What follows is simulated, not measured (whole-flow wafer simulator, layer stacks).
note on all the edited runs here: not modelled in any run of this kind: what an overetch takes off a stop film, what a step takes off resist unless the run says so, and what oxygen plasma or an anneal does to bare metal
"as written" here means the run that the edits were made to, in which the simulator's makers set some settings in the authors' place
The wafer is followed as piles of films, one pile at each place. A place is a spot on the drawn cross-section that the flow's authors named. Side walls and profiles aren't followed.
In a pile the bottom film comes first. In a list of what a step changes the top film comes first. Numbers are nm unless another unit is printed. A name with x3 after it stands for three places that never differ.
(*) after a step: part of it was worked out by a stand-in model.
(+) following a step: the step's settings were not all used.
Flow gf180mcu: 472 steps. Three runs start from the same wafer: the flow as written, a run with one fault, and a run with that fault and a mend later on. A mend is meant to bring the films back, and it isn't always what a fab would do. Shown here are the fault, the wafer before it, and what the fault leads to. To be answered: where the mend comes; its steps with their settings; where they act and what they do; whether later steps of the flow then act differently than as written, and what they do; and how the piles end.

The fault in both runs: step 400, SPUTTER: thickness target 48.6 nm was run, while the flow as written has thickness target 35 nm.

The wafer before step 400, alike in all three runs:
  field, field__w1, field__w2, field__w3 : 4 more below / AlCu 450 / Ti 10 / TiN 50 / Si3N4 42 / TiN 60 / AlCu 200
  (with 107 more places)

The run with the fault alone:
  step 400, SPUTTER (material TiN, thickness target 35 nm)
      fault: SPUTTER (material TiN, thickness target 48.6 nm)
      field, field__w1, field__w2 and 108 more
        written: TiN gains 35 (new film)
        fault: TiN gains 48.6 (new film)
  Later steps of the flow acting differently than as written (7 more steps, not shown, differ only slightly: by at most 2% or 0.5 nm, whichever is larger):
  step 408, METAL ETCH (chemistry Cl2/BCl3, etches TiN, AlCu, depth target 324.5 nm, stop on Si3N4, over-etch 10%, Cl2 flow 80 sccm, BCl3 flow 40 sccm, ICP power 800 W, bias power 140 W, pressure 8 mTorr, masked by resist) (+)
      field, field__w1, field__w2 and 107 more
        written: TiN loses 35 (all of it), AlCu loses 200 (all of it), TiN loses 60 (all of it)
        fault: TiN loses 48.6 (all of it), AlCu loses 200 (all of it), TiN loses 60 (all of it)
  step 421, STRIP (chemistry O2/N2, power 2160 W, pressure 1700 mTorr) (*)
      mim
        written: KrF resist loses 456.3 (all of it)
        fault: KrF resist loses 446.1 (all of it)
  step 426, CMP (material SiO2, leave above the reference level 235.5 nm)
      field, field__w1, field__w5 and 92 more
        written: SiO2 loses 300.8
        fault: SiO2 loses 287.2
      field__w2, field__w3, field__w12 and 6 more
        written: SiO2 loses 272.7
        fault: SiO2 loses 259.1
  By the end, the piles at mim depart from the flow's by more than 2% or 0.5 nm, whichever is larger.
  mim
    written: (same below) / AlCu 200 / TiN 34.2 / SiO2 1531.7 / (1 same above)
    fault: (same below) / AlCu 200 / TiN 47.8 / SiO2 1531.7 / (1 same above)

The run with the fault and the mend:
  The mend stands after step 400.
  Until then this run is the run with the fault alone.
  step 400a, METAL ETCH (chemistry Cl2/BCl3, etches TiN, AlCu, Ti, depth target 13.6 nm, Cl2 flow 80 sccm, BCl3 flow 40 sccm, ICP power 800 W, bias power 140 W, pressure 8 mTorr) (the flow's step 260, run once more with other settings)
      field, field__w1, field__w2 and 108 more
        TiN loses 13.6
  Later steps of the flow that are run all act as written at every place that is followed.
  By the end, the piles equal the flow's at every place that both follow.
